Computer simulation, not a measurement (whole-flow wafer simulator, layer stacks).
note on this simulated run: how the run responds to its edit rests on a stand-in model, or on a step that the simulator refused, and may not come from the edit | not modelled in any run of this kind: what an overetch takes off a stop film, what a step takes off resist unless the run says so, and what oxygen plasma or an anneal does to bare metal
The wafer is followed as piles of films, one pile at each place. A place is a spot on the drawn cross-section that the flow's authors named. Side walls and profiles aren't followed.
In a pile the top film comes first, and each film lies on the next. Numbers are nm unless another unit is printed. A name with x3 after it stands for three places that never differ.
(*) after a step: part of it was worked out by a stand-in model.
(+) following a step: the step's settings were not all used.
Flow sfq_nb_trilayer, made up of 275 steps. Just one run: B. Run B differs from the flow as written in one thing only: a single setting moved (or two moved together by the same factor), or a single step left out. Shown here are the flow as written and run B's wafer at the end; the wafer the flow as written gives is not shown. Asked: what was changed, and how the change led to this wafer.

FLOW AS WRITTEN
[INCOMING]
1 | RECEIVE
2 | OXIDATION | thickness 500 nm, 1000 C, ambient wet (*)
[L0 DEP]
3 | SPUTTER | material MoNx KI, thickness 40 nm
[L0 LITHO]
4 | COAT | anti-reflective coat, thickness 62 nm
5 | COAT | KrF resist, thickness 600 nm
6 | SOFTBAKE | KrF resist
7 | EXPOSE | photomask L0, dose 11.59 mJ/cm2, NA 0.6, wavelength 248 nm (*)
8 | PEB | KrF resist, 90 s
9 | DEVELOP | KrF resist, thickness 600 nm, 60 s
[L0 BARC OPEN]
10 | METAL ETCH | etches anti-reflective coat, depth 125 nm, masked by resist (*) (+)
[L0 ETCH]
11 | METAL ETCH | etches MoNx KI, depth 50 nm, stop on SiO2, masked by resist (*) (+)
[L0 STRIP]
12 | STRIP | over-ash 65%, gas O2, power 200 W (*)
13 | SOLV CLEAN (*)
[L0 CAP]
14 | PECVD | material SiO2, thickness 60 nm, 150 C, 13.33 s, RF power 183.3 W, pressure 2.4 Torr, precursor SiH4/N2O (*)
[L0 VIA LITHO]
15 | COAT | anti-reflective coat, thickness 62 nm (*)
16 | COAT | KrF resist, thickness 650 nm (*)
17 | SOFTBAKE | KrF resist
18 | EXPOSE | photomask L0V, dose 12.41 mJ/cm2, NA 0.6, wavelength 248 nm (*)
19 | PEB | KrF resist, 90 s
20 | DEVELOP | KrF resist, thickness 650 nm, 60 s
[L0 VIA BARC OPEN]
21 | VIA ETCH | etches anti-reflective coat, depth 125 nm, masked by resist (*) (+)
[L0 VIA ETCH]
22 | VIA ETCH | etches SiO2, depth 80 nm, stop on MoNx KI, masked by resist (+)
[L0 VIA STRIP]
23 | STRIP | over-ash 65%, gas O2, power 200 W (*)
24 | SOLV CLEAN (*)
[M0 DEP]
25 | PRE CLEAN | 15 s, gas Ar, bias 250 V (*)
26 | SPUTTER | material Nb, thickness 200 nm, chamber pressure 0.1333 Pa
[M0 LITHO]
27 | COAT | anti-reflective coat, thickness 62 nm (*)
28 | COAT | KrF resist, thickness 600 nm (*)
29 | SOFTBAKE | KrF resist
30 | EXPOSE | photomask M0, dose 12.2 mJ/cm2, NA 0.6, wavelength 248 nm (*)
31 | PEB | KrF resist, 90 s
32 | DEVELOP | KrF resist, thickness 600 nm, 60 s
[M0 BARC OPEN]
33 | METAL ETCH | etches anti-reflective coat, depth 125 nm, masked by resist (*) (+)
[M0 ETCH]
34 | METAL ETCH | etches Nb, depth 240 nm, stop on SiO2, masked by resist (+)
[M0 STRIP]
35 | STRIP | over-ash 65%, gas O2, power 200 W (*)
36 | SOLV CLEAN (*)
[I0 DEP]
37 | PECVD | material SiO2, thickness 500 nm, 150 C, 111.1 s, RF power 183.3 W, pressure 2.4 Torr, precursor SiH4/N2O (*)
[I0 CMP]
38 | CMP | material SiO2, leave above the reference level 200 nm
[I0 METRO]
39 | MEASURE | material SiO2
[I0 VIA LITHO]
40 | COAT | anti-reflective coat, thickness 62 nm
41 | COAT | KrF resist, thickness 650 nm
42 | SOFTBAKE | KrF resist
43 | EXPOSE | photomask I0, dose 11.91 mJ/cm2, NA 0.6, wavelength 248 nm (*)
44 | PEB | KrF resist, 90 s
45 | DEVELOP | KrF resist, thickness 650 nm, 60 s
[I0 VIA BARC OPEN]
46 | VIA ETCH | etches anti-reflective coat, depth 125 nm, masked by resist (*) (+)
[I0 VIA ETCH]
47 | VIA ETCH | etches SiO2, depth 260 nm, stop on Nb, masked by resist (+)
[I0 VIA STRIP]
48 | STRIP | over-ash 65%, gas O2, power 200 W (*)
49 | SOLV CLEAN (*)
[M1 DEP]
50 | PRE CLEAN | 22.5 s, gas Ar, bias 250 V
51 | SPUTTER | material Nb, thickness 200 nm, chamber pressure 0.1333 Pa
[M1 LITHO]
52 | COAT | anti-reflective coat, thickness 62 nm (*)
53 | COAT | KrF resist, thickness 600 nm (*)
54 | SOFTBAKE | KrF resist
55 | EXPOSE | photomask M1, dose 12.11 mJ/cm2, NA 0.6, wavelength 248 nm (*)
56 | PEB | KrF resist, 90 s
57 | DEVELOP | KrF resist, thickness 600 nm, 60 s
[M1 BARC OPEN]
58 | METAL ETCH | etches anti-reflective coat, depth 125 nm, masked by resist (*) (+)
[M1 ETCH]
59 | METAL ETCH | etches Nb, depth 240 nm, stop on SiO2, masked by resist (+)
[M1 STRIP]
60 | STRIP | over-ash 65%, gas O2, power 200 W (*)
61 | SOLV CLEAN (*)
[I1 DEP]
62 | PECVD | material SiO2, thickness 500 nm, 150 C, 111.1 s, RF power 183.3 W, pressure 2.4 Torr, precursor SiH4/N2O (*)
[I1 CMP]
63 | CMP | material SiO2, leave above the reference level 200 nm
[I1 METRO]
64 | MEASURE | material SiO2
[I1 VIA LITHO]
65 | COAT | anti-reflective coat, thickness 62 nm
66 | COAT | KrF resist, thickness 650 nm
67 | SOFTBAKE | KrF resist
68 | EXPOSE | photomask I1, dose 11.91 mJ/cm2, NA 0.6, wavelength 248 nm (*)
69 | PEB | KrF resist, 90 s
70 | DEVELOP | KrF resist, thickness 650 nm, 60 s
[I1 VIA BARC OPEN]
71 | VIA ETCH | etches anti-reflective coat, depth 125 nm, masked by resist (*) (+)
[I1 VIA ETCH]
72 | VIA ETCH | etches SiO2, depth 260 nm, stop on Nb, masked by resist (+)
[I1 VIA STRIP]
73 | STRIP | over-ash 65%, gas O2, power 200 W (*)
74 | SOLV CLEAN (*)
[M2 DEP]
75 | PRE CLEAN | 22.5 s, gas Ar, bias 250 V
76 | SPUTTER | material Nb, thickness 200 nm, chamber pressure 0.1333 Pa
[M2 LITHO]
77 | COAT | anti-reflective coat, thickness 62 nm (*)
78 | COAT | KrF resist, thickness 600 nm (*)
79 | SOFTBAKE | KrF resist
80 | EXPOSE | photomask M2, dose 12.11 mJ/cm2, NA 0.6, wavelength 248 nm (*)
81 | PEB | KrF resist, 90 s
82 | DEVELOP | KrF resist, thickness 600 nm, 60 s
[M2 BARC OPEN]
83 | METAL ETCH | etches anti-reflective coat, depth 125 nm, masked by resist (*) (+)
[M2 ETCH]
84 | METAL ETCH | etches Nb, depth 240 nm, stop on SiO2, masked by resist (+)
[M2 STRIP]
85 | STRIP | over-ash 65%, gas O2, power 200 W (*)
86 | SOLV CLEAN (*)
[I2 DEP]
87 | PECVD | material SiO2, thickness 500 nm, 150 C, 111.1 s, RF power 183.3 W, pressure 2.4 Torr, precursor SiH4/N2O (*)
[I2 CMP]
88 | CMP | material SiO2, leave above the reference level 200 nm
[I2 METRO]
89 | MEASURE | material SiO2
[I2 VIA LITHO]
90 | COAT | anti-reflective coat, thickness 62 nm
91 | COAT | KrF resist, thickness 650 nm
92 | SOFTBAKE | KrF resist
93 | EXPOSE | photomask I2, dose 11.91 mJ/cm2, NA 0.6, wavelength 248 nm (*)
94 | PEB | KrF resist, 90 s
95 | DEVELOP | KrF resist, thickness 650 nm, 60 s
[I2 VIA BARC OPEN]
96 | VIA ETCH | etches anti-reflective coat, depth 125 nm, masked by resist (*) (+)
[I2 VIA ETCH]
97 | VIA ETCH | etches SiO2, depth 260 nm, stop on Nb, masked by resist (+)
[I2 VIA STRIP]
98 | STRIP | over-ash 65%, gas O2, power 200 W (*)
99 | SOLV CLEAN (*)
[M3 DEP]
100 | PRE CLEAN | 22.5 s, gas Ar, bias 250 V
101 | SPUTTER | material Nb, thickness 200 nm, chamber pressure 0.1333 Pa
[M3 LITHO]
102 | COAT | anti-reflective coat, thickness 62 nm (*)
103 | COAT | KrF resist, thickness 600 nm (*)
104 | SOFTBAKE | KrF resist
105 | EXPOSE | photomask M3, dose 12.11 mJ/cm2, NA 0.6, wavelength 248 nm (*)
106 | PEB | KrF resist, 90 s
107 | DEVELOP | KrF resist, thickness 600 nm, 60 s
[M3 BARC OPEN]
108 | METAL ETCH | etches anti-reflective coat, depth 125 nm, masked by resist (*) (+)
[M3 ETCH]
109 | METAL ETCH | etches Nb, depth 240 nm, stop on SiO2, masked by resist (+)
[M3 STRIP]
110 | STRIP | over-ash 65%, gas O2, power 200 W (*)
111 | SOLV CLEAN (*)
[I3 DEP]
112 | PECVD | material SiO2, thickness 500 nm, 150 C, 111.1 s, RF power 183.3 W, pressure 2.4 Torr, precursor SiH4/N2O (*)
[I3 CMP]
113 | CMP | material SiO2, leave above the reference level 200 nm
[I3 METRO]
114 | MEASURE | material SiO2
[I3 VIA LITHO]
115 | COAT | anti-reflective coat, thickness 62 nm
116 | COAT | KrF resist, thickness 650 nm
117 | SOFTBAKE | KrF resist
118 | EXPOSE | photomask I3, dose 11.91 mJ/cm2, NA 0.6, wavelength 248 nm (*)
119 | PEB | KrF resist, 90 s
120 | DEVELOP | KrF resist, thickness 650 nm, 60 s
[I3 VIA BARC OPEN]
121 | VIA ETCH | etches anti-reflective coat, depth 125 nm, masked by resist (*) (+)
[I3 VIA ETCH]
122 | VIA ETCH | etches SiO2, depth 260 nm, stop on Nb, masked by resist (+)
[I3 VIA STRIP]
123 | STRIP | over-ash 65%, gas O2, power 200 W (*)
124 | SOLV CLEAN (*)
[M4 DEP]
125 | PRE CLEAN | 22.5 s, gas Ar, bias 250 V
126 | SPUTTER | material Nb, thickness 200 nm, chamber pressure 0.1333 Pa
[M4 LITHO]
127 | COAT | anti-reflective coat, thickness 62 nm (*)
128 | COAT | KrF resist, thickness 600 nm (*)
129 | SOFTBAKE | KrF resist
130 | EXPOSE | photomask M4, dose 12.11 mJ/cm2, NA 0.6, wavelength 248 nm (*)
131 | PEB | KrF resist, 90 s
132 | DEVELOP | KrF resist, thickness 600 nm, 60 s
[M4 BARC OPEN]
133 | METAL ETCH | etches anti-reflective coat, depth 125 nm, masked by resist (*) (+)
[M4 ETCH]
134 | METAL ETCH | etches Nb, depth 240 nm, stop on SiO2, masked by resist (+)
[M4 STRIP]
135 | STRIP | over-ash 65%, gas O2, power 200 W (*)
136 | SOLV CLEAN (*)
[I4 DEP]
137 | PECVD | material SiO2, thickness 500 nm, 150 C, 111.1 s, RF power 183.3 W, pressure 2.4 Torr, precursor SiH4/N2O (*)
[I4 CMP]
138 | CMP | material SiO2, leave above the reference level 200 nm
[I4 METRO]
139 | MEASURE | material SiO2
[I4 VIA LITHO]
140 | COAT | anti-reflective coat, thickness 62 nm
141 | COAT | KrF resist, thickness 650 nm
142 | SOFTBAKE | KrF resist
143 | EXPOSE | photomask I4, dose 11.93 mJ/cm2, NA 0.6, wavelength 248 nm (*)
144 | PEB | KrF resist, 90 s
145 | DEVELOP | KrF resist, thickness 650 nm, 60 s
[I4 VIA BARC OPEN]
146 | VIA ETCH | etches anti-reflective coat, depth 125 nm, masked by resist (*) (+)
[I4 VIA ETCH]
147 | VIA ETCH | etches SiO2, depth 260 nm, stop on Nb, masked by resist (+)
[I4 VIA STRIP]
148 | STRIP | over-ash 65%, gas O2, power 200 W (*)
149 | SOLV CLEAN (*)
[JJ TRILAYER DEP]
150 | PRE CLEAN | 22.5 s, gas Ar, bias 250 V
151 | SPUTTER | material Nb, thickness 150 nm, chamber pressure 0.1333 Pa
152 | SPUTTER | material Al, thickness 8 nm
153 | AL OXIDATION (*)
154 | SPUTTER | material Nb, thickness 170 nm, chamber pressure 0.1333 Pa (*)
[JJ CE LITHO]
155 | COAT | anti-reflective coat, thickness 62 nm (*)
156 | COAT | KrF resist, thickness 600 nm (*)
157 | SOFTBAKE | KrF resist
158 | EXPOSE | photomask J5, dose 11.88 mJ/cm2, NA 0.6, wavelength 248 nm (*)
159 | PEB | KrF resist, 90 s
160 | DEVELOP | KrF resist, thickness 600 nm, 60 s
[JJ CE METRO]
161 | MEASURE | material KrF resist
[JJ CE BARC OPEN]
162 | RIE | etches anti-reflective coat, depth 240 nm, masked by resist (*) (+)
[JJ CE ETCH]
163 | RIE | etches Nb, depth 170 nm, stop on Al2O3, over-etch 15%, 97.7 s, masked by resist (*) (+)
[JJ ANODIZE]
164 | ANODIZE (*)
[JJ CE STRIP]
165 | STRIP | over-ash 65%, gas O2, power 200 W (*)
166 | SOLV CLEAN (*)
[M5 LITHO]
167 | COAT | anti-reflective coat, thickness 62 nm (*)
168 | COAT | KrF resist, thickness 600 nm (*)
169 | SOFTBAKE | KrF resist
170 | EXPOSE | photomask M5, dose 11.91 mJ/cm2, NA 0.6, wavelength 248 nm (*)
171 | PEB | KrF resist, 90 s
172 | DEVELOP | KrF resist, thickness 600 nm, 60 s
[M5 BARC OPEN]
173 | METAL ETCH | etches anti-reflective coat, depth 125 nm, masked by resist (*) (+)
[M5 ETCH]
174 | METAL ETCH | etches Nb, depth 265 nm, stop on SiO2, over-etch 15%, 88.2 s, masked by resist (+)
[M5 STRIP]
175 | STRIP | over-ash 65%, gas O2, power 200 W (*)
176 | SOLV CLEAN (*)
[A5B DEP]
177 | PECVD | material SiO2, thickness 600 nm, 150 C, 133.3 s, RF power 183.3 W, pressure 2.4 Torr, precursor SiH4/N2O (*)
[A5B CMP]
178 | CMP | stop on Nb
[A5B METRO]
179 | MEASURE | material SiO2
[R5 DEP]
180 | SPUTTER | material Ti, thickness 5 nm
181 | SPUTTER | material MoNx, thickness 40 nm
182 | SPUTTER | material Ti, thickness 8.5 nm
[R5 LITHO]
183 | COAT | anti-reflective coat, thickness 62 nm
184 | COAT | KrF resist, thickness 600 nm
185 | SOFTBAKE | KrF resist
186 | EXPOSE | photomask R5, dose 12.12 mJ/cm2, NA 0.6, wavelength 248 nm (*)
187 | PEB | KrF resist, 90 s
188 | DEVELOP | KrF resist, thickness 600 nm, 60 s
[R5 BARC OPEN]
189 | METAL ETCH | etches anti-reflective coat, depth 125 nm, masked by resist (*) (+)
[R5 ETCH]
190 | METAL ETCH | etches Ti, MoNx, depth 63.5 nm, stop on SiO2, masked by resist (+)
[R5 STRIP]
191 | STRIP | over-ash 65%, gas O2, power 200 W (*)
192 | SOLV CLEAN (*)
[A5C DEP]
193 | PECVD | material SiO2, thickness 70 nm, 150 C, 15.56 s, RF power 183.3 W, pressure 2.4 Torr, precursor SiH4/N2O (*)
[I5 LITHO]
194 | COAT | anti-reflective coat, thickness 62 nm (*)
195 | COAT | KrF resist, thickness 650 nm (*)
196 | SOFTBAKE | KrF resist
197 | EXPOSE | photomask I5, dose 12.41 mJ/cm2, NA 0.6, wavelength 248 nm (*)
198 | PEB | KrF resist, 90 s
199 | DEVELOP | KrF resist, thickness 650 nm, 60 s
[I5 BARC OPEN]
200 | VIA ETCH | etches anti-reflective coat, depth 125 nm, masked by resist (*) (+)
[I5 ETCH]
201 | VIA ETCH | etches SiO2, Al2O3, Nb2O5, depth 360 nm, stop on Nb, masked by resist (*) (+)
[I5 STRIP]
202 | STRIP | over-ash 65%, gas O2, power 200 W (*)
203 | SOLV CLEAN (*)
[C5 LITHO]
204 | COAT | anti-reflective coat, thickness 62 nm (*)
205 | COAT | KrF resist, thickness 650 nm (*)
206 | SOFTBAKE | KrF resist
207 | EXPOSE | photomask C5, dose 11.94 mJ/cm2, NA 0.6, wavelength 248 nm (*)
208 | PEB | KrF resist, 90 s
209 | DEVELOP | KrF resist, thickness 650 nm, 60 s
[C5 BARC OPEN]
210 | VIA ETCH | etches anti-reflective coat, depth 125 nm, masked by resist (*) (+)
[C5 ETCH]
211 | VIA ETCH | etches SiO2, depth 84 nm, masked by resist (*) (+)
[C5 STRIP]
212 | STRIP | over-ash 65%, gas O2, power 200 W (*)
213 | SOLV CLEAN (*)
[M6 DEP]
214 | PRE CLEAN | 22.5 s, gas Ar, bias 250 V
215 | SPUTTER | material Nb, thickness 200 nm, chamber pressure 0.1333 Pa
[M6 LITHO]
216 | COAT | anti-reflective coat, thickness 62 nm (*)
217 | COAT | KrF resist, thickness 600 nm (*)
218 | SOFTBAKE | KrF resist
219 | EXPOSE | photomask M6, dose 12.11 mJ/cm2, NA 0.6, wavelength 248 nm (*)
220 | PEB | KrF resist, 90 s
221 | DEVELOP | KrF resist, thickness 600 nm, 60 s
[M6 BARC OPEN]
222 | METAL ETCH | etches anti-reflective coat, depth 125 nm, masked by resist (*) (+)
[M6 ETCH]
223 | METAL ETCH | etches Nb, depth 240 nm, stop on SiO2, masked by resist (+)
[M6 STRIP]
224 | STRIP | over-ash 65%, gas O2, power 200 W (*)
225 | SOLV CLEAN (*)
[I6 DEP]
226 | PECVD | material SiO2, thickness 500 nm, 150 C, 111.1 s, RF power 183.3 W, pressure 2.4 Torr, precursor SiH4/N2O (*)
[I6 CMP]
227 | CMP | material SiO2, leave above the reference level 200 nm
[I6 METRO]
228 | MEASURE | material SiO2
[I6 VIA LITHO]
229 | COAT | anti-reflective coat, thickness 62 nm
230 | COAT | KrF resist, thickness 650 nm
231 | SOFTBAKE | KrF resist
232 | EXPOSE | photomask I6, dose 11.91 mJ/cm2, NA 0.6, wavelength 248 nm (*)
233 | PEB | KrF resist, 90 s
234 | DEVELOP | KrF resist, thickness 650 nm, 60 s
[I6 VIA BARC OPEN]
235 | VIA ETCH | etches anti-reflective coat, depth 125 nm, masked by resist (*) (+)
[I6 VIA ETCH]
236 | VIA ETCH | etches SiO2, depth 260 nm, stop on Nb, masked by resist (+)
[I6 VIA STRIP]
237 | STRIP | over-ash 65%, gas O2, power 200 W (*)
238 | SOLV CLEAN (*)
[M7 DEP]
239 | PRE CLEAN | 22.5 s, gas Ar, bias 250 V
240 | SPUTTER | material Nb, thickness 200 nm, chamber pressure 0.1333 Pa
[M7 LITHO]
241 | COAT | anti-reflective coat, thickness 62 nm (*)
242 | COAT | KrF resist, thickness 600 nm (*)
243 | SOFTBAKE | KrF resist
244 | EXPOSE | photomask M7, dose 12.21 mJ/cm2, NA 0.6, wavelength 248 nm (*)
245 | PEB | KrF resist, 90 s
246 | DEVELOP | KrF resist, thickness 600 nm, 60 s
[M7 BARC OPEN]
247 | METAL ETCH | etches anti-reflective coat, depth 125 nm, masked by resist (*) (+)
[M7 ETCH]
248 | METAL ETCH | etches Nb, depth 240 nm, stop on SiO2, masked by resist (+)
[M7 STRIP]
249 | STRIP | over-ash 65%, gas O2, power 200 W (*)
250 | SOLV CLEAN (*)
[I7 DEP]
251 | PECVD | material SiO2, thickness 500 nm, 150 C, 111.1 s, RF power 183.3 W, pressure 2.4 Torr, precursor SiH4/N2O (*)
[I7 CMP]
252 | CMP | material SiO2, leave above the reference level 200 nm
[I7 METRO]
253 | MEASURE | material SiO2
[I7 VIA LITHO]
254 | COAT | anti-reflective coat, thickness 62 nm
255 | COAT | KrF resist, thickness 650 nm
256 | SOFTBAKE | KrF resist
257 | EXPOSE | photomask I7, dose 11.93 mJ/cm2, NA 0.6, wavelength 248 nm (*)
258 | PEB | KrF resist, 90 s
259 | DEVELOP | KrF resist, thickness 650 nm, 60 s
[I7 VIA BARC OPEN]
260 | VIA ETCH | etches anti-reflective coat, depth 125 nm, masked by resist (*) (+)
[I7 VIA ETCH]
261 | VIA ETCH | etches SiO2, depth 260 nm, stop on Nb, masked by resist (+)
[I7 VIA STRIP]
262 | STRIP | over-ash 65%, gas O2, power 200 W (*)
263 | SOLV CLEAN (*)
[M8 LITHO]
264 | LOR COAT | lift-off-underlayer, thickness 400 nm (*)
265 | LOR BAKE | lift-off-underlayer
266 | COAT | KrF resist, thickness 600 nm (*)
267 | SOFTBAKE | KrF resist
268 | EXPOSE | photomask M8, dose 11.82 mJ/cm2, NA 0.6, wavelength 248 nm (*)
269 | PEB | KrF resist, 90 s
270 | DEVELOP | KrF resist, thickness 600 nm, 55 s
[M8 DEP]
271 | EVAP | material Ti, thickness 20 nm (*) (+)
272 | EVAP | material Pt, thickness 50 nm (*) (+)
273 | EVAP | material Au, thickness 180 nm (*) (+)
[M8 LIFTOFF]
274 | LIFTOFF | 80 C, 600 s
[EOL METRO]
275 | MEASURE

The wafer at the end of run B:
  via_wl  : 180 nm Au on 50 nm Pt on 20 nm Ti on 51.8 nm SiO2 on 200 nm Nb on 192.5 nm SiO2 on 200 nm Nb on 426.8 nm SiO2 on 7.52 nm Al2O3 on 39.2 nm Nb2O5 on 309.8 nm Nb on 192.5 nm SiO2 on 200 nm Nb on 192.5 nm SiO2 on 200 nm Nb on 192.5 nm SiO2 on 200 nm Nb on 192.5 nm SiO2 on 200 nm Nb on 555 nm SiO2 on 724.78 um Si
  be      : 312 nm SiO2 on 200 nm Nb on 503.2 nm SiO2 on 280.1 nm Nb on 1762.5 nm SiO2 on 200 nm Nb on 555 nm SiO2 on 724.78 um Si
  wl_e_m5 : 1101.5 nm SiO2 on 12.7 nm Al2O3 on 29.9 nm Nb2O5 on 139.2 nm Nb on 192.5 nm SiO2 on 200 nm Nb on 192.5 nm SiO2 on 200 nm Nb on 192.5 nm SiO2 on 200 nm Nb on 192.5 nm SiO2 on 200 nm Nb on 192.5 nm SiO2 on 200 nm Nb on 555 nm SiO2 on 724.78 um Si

What caused this: step 252, CMP: leave above the reference level 312 nm was run, whereas the flow has leave above the reference level 200 nm.
The wafer lets one read it off: be has SiO2 312, and step 252 as written asks for 200 nm.

The path from the change to this, step by step:
  252 | CMP | material SiO2, leave above the reference level 200 nm
      field_l, p4_fl, p4_fm and 56 more: nothing (in the flow as written it would be: -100 SiO2)
      field_r, lsp_l: nothing (in the flow as written it would be: -77.7 SiO2)
      (also at 45 further places)
  254 | COAT | anti-reflective coat, thickness 62 nm
      m0r_space_l, m0r_space_r, m6r_space_l, m6r_space_r: +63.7 anti-reflective coat (new film) (in the flow as written it would be: +62 anti-reflective coat (new film))
      m5r_linepad_l, m5r_linepad_r: +67.5 anti-reflective coat (new film) (in the flow as written it would be: +62 anti-reflective coat (new film))
      (also at 19 further places)
  255 | COAT | KrF resist, thickness 650 nm
      lsp_l: +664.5 KrF resist (new film) (in the flow as written it would be: +650 KrF resist (new film))
  261 | VIA ETCH | etches SiO2, depth 260 nm, stop on Nb, masked by resist (+)
      via_wl, via_w, via_wr: -260 SiO2 (in the flow as written it would be: -199.8 SiO2 (all of it))
  262 | STRIP | over-ash 65%, gas O2, power 200 W (*)
      m0r_space_l, m0r_space_r, m6r_space_l, m6r_space_r: -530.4 KrF resist (all of it), -63.7 anti-reflective coat (all of it) (in the flow as written it would be: -528.6 KrF resist (all of it), -62 anti-reflective coat (all of it))
      m5r_linepad_l, m5r_linepad_r: -526.7 KrF resist (all of it), -67.5 anti-reflective coat (all of it) (in the flow as written it would be: -528.6 KrF resist (all of it), -62 anti-reflective coat (all of it))
      (also at 19 further places)
  264 | LOR COAT | lift-off-underlayer, thickness 400 nm (*)
      v_sur: +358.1 lift-off-underlayer (new film) (in the flow as written it would be: +369.4 lift-off-underlayer (new film))
      via_wl: +590.9 lift-off-underlayer (new film) (in the flow as written it would be: +549.8 lift-off-underlayer (new film))
      (also at 7 further places)
  270 | DEVELOP | KrF resist, thickness 600 nm, 55 s
      v_sur: -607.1 KrF resist (all of it), -358.1 lift-off-underlayer (all of it) (in the flow as written it would be: -607.3 KrF resist (all of it), -369.4 lift-off-underlayer (all of it))
      via_wl: -630.9 KrF resist (all of it), -590.9 lift-off-underlayer (all of it) (in the flow as written it would be: -623.9 KrF resist (all of it), -549.8 lift-off-underlayer (all of it))
      (also at 3 further places)
  274 | LIFTOFF | 80 C, 600 s
      field_r: -180 Au (all of it), -50 Pt (all of it), -20 Ti (all of it), -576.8 KrF resist (all of it), -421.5 lift-off-underlayer (all of it) (in the flow as written it would be: -180 Au (all of it), -50 Pt (all of it), -20 Ti (all of it), -573.5 KrF resist (all of it), -399.6 lift-off-underlayer (all of it))
      lsp_l: -180 Au (all of it), -50 Pt (all of it), -20 Ti (all of it), -577.7 KrF resist (all of it), -420.2 lift-off-underlayer (all of it) (in the flow as written it would be: -180 Au (all of it), -50 Pt (all of it), -20 Ti (all of it), -573.4 KrF resist (all of it), -399.6 lift-off-underlayer (all of it))
      (also at 2 further places)
With metal films that touch counted as one body, via_wl has 8 bodies (between them, from the top down: SiO2 51.8; SiO2 192.5; SiO2 426.8 / Al2O3 7.52 / Nb2O5 39.2; SiO2 192.5; SiO2 192.5; SiO2 192.5; SiO2 192.5); the flow as written gives 7 bodies (between them, from the top down: SiO2 192.5; SiO2 426.8 / Al2O3 7.52 / Nb2O5 39.2; SiO2 192.5; SiO2 192.5; SiO2 192.5; SiO2 192.5).
